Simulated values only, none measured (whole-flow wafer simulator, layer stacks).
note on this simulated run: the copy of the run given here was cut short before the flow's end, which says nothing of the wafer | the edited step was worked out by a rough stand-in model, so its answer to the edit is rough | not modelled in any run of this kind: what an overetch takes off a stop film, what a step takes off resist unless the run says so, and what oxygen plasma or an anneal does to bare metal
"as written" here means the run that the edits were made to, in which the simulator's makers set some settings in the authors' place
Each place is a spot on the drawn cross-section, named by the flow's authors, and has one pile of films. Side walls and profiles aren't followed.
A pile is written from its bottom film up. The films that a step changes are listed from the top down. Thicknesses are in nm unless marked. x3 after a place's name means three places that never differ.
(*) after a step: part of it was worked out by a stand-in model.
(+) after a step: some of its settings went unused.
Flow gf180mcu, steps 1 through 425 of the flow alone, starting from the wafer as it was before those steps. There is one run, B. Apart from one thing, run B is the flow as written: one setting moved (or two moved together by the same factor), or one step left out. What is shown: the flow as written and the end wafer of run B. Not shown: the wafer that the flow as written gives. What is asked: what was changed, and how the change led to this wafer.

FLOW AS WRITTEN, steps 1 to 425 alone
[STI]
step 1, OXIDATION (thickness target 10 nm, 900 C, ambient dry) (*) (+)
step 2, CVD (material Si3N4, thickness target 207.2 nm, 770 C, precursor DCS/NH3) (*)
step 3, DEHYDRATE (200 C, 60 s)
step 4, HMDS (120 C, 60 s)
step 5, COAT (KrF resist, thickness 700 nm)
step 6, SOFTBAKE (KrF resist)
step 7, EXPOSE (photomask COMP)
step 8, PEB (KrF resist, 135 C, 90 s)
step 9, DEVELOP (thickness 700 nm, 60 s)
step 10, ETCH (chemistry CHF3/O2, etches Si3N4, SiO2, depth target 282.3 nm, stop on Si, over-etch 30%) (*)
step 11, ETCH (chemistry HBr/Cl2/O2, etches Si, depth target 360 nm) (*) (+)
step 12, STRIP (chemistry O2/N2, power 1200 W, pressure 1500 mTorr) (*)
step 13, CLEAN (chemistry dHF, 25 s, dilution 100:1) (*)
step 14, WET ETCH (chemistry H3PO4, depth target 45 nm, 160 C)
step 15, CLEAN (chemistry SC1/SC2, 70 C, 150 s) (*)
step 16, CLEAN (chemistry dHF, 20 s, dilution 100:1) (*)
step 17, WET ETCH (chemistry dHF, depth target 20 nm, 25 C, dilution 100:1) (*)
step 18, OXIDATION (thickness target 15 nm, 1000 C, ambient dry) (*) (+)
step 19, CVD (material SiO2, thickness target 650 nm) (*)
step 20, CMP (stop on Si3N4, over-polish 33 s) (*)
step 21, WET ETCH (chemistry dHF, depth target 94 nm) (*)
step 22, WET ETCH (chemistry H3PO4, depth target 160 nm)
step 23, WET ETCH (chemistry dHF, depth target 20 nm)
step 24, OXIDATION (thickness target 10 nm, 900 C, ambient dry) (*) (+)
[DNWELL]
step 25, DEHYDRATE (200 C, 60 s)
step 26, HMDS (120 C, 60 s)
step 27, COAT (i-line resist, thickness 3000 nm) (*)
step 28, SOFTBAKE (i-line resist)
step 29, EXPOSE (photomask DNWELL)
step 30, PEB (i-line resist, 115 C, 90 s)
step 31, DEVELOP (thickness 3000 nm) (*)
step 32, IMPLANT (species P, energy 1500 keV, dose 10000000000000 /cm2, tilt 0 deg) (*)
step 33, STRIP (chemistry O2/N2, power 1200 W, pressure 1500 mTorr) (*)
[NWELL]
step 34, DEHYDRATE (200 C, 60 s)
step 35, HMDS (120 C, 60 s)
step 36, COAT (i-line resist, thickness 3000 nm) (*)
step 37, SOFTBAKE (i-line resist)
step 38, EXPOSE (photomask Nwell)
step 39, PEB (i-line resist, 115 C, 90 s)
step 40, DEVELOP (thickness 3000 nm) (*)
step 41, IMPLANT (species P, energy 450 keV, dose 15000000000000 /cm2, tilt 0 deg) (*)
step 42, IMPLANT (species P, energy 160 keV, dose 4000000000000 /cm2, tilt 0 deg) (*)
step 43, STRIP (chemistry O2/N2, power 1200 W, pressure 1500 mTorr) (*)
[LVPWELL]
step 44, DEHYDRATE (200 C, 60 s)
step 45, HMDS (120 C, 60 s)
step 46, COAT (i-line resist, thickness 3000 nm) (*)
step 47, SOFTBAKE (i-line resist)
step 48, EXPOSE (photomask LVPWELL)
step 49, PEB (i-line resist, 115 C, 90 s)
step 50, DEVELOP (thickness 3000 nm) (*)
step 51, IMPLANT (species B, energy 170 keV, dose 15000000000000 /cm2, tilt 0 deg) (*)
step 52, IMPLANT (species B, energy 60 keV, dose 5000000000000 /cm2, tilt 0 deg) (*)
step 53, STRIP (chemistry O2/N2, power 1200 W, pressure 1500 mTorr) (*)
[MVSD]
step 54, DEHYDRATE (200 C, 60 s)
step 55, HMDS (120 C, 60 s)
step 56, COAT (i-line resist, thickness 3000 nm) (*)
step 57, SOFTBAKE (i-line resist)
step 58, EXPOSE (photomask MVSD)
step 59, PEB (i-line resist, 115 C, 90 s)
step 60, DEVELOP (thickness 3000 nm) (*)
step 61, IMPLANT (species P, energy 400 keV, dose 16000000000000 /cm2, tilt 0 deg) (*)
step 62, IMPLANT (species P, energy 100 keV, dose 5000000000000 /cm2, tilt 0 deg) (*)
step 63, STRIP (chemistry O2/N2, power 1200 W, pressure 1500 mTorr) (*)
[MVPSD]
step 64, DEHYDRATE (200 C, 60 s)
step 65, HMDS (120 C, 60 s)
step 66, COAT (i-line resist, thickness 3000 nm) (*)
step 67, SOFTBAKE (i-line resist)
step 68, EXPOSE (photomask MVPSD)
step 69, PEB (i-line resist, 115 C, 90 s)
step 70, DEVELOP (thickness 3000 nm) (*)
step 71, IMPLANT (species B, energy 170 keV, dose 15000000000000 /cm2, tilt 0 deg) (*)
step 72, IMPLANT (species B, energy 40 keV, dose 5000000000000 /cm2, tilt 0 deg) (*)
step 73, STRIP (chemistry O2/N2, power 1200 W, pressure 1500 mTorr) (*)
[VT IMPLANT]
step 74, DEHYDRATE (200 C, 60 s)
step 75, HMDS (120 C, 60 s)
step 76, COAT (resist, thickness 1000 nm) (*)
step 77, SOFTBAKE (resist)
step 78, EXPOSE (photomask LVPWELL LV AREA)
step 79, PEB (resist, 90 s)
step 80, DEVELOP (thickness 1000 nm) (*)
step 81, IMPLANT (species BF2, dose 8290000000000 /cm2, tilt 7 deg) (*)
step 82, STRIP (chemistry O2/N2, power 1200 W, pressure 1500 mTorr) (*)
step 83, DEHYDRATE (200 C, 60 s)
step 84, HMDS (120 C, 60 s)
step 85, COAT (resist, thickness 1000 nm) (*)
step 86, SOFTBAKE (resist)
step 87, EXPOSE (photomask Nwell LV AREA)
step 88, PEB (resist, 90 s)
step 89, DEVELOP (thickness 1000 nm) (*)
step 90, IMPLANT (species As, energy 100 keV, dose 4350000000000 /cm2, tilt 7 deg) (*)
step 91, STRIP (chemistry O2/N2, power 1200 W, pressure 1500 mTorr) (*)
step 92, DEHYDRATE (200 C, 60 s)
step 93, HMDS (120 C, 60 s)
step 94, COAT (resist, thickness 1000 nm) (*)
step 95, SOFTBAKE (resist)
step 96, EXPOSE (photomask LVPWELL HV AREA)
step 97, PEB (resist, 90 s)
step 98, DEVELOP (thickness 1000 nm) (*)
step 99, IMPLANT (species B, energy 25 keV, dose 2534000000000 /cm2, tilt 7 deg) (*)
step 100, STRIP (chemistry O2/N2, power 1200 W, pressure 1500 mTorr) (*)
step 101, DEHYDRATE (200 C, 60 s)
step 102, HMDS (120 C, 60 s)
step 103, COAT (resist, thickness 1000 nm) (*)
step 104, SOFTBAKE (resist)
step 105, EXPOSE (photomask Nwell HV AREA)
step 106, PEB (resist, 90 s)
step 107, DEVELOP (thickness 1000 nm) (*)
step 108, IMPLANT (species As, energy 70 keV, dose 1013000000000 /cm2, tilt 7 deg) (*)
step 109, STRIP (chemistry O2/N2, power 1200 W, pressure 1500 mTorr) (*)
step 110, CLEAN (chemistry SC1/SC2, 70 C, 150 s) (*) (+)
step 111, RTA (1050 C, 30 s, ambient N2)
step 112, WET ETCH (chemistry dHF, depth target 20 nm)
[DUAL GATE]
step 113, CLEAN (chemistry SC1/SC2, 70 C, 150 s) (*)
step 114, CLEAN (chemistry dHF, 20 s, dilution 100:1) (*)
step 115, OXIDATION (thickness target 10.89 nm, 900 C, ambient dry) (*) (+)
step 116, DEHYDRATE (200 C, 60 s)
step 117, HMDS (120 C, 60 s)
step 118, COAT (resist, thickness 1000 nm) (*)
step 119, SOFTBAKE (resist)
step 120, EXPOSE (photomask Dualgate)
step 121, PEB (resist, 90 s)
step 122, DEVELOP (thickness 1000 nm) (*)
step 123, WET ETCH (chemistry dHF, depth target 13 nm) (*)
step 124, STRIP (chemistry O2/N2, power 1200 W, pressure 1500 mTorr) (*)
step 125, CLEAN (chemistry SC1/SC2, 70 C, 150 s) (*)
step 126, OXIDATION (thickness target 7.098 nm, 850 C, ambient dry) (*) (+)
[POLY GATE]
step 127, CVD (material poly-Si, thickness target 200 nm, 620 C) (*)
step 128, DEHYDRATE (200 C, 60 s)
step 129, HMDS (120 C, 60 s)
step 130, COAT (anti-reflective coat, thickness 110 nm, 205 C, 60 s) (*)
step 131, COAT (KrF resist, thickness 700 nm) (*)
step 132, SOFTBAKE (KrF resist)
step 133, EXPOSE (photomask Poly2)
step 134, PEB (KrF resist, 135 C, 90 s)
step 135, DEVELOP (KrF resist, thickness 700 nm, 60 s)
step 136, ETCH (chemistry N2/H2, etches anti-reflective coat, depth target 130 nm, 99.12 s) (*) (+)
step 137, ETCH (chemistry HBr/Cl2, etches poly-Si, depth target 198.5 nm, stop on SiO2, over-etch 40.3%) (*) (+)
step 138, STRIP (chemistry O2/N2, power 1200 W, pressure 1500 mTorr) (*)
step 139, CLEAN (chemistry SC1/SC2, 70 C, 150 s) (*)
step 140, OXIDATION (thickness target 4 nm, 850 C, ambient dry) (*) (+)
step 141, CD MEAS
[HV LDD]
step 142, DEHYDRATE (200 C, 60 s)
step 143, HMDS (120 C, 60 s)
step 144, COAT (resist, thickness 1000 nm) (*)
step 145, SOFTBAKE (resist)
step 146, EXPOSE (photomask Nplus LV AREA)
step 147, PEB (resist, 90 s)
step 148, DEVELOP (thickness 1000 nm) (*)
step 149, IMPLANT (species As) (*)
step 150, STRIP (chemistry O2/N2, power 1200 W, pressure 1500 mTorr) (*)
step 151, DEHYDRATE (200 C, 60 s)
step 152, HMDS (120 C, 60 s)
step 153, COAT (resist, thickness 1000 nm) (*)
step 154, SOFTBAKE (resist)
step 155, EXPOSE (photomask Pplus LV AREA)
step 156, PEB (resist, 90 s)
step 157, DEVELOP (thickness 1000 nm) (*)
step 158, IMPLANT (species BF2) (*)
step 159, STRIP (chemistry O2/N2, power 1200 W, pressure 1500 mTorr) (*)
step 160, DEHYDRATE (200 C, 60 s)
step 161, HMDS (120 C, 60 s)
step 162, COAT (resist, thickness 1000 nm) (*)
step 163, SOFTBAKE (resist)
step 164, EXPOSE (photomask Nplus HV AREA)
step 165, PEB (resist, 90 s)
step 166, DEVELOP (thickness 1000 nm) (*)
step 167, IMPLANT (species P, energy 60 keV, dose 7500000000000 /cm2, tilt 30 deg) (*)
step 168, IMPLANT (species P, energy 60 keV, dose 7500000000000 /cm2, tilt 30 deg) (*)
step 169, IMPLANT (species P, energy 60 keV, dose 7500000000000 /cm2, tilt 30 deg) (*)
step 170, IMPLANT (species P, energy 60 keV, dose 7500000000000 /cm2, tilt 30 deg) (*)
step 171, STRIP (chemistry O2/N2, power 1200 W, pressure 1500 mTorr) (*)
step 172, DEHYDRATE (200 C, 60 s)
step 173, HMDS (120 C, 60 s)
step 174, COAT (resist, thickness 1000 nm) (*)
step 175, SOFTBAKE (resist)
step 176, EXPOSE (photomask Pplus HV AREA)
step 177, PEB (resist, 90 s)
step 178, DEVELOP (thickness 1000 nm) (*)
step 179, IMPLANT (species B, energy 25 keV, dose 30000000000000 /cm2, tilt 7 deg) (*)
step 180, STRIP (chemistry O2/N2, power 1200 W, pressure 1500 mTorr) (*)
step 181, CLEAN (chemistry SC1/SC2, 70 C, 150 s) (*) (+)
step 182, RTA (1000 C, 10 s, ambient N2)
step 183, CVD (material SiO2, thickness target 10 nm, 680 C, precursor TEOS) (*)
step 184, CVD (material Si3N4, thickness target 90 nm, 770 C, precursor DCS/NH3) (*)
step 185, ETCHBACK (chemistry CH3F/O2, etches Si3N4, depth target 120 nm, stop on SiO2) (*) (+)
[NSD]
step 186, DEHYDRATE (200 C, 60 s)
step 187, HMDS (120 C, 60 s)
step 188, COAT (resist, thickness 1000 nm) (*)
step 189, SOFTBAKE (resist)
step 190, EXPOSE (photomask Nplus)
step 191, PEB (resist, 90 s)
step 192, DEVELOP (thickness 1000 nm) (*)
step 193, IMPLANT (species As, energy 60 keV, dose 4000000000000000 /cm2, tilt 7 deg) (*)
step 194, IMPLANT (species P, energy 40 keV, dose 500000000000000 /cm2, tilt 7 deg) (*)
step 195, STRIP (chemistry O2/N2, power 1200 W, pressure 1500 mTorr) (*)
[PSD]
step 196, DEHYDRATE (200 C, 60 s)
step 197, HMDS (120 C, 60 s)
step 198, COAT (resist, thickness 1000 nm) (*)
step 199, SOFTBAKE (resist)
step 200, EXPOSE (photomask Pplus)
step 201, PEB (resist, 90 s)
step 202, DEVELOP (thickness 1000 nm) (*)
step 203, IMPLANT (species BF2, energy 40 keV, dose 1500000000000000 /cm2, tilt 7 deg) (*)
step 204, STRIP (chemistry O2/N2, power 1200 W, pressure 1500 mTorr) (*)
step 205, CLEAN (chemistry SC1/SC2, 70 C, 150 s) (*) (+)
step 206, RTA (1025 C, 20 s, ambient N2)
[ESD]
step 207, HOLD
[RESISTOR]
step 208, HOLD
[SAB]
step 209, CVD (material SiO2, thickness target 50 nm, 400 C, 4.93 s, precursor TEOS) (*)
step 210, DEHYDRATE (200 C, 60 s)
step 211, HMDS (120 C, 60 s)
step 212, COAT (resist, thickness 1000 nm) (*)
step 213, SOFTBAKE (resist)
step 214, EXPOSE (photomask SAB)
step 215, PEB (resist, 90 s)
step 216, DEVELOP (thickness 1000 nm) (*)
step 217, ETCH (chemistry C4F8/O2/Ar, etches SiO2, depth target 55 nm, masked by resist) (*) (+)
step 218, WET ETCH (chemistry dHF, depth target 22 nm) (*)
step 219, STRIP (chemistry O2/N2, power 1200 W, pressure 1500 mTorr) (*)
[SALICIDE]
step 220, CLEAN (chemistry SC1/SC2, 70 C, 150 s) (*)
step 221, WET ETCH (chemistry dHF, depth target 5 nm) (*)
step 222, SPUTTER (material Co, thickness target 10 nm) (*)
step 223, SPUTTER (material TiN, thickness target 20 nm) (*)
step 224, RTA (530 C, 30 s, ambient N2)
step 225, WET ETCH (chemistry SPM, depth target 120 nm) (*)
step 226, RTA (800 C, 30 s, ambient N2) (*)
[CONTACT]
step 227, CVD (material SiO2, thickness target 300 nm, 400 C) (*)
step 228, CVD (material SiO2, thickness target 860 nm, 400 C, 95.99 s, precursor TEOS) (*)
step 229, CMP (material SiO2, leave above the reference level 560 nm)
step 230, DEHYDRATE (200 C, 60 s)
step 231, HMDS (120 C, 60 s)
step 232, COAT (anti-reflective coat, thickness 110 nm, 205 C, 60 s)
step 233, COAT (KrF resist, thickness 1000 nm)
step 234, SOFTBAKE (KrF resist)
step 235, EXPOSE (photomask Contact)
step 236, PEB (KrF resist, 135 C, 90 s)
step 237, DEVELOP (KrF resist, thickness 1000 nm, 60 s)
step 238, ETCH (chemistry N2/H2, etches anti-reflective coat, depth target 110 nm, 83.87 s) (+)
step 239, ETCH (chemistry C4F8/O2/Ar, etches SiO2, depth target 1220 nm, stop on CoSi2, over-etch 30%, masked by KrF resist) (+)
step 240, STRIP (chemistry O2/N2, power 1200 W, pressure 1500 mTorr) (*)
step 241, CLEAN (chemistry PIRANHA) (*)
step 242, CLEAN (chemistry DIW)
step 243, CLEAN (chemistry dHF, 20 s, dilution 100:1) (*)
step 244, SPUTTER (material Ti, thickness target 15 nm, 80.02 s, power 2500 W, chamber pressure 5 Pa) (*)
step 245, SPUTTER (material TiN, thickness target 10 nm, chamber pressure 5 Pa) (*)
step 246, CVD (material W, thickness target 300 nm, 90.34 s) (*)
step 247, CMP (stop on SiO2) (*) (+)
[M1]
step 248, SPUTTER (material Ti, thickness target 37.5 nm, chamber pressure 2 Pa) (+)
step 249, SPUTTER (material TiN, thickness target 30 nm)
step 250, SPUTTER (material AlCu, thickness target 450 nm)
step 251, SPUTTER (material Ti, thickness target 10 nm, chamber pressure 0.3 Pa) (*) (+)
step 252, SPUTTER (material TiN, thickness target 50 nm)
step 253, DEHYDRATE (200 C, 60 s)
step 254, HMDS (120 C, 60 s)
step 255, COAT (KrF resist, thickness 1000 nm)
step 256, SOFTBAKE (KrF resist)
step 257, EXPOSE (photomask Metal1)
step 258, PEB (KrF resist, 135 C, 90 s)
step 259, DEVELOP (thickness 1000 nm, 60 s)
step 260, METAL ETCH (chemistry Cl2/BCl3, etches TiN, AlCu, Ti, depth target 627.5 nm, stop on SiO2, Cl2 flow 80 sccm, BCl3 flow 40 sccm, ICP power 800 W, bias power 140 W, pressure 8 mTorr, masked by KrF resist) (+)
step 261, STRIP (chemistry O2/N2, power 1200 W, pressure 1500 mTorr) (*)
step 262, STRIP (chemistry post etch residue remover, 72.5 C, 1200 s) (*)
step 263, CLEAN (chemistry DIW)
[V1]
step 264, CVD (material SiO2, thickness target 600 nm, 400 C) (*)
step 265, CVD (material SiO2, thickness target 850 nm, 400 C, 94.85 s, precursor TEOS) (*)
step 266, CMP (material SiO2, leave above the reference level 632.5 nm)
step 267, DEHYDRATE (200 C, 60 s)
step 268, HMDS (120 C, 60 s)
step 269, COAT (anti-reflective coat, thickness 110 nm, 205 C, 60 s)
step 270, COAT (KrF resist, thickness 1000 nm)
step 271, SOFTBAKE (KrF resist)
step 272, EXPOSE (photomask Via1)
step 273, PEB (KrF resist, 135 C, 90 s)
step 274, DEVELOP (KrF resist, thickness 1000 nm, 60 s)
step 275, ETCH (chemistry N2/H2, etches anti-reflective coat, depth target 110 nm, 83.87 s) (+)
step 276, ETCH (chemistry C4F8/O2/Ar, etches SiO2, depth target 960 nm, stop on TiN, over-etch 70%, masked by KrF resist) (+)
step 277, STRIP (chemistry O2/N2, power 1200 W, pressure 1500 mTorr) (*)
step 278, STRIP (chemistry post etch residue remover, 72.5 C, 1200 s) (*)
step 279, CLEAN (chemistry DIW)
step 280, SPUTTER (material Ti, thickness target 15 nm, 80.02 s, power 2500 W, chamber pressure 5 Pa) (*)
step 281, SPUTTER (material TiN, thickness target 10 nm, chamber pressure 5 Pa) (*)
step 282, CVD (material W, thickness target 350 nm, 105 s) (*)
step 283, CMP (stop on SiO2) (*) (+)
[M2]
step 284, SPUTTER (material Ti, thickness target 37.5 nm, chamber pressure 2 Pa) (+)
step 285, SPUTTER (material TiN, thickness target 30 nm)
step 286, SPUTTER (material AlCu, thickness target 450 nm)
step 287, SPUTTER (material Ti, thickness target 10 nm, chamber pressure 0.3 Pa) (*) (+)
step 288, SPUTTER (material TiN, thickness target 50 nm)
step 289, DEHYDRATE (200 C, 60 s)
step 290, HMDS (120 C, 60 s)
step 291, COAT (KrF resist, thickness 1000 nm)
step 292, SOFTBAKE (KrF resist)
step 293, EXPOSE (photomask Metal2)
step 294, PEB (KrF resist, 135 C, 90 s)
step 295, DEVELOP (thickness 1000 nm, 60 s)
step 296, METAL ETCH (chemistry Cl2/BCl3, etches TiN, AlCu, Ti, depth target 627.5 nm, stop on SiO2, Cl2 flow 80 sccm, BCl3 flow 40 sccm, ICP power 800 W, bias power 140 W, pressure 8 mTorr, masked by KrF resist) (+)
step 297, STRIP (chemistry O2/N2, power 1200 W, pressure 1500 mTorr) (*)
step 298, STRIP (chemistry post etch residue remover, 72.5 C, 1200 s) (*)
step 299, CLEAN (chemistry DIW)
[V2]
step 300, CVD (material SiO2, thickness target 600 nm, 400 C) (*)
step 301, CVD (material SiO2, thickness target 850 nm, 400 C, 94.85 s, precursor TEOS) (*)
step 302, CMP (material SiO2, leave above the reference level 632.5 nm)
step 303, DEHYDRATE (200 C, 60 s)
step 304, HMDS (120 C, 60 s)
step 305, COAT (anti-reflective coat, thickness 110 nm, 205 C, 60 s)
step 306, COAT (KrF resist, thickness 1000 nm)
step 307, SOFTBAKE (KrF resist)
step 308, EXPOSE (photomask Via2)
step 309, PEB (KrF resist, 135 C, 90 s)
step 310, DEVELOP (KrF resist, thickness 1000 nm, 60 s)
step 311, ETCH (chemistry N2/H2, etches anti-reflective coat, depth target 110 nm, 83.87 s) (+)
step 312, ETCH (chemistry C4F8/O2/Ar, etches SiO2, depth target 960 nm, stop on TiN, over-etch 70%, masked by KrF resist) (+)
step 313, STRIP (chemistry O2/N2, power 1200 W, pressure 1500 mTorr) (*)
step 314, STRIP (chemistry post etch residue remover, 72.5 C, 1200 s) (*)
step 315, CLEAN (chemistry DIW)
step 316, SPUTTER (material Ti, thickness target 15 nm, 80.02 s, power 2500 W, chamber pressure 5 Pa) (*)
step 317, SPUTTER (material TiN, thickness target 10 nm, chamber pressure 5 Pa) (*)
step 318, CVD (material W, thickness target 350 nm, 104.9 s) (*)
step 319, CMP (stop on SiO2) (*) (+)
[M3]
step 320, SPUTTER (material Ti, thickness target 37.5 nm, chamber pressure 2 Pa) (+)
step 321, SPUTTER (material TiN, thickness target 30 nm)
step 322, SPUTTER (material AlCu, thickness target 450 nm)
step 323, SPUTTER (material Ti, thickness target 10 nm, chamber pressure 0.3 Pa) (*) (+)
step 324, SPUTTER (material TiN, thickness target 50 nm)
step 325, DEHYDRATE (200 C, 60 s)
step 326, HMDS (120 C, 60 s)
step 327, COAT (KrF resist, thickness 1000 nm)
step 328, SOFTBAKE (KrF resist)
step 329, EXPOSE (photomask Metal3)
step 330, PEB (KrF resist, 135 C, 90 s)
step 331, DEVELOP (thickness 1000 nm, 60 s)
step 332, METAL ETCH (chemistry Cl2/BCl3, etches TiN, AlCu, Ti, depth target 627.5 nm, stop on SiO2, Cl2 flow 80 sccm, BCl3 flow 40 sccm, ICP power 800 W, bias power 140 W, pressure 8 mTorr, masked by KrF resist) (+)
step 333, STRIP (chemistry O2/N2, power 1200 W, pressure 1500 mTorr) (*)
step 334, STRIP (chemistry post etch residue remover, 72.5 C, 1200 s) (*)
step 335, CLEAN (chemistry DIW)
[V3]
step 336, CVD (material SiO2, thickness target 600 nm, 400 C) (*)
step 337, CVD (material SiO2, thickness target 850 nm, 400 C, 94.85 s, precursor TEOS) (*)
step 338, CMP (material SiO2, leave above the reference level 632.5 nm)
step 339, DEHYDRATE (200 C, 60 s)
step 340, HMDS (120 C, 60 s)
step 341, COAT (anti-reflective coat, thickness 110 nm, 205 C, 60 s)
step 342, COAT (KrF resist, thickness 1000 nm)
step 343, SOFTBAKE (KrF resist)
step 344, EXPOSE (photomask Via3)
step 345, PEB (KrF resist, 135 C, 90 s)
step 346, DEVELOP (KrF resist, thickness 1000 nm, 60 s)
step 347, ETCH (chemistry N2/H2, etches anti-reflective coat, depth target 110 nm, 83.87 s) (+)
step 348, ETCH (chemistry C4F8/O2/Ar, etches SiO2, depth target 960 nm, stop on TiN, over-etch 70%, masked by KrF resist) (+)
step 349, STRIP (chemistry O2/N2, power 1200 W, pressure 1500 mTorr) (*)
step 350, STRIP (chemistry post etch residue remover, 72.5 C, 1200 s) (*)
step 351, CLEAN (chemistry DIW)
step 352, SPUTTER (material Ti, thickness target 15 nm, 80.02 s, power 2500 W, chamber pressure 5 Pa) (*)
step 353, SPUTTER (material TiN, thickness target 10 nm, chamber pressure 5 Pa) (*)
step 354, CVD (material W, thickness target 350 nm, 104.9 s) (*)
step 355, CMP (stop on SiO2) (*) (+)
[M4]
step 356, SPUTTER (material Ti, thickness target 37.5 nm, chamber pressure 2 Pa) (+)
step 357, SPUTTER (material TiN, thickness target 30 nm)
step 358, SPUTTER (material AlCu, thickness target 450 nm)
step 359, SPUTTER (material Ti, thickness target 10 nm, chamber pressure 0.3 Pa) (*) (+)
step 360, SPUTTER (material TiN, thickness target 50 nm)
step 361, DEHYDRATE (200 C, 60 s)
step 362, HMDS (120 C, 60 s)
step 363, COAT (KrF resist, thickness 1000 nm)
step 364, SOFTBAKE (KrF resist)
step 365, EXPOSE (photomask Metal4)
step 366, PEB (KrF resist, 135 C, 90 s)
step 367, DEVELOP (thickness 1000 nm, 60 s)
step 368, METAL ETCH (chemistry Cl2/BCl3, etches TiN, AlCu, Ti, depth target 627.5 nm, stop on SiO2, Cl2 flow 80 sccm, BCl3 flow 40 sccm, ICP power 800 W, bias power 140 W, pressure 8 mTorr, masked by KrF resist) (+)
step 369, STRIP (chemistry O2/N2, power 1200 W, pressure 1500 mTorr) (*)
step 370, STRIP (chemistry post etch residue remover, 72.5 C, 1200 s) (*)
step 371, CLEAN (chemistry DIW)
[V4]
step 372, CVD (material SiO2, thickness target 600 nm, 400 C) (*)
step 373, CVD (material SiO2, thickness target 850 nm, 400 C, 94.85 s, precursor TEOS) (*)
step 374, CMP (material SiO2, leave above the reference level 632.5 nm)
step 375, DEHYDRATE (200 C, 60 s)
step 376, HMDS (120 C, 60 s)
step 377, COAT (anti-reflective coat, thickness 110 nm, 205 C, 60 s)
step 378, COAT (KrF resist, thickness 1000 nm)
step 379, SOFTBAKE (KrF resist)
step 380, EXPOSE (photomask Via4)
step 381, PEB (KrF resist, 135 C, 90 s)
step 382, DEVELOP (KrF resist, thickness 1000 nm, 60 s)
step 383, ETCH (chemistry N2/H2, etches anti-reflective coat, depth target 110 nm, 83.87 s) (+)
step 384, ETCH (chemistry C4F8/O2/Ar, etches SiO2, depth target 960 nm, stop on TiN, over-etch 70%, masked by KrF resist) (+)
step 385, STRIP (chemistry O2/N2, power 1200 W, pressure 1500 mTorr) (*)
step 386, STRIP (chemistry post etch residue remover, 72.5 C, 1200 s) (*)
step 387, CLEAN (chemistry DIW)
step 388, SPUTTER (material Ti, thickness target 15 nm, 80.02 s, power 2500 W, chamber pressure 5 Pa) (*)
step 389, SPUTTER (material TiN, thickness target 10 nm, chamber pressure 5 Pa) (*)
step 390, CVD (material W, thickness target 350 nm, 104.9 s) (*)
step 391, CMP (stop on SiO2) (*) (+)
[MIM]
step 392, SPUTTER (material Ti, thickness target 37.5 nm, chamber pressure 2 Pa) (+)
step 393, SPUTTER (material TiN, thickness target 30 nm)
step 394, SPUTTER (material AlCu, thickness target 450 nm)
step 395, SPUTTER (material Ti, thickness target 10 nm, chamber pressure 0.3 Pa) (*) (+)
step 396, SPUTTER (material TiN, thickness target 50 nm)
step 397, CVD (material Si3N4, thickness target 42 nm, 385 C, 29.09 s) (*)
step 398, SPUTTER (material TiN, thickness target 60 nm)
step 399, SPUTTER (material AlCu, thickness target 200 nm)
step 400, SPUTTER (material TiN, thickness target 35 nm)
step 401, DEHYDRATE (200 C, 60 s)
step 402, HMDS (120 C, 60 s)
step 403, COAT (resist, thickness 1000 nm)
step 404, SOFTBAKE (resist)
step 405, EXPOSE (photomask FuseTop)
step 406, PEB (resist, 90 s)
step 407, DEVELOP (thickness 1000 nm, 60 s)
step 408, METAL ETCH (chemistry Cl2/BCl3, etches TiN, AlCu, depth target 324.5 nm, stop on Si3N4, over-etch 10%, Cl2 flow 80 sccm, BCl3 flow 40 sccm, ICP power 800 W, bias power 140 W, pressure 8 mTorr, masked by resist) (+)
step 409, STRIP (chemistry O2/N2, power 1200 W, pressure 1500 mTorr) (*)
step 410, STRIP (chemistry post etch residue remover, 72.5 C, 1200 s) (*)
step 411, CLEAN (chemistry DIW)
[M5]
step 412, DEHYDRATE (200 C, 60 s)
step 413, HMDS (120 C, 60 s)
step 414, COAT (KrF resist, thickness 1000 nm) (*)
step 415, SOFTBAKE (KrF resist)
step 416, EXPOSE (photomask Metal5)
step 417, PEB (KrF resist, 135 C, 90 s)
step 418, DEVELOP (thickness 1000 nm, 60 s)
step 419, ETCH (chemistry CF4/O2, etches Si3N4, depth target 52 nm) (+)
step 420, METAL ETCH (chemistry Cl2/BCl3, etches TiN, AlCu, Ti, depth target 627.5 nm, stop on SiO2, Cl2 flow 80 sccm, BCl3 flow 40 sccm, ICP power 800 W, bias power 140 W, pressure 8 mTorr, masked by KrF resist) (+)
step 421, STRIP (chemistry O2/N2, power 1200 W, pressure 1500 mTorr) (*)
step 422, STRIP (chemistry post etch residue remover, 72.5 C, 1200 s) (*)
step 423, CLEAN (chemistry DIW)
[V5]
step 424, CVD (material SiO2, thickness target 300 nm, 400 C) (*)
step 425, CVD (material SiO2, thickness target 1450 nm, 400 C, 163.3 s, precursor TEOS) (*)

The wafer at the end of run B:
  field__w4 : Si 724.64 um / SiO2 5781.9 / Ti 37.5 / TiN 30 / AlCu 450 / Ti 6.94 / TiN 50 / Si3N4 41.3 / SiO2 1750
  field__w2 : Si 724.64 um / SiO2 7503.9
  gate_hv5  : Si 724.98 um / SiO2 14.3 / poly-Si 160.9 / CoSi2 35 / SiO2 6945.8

What caused this: step 395, SPUTTER: thickness target 6.94 nm was run, while the flow as written has thickness target 10 nm.
The wafer lets one read it off: field__w4 has Ti 6.94, and step 395 as written asks for 10 nm.

Step by step, how the change led to this:
  step 395, SPUTTER (material Ti, thickness target 10 nm, chamber pressure 0.3 Pa) (*) (+)
      field, field__w1, field__w2 and 108 more: +6.94 Ti (new film) (as written it would have been: +10 Ti (new film))
  step 420, METAL ETCH (chemistry Cl2/BCl3, etches TiN, AlCu, Ti, depth target 627.5 nm, stop on SiO2, Cl2 flow 80 sccm, BCl3 flow 40 sccm, ICP power 800 W, bias power 140 W, pressure 8 mTorr, masked by KrF resist) (+)
      field, field__w1, field__w2 and 101 more: -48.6 TiN (all of it), -6.94 Ti (all of it), -450 AlCu (all of it), -30 TiN (all of it), -37.5 Ti (all of it) (as written it would have been: -48.6 TiN (all of it), -10 Ti (all of it), -450 AlCu (all of it), -30 TiN (all of it), -37.5 Ti (all of it))
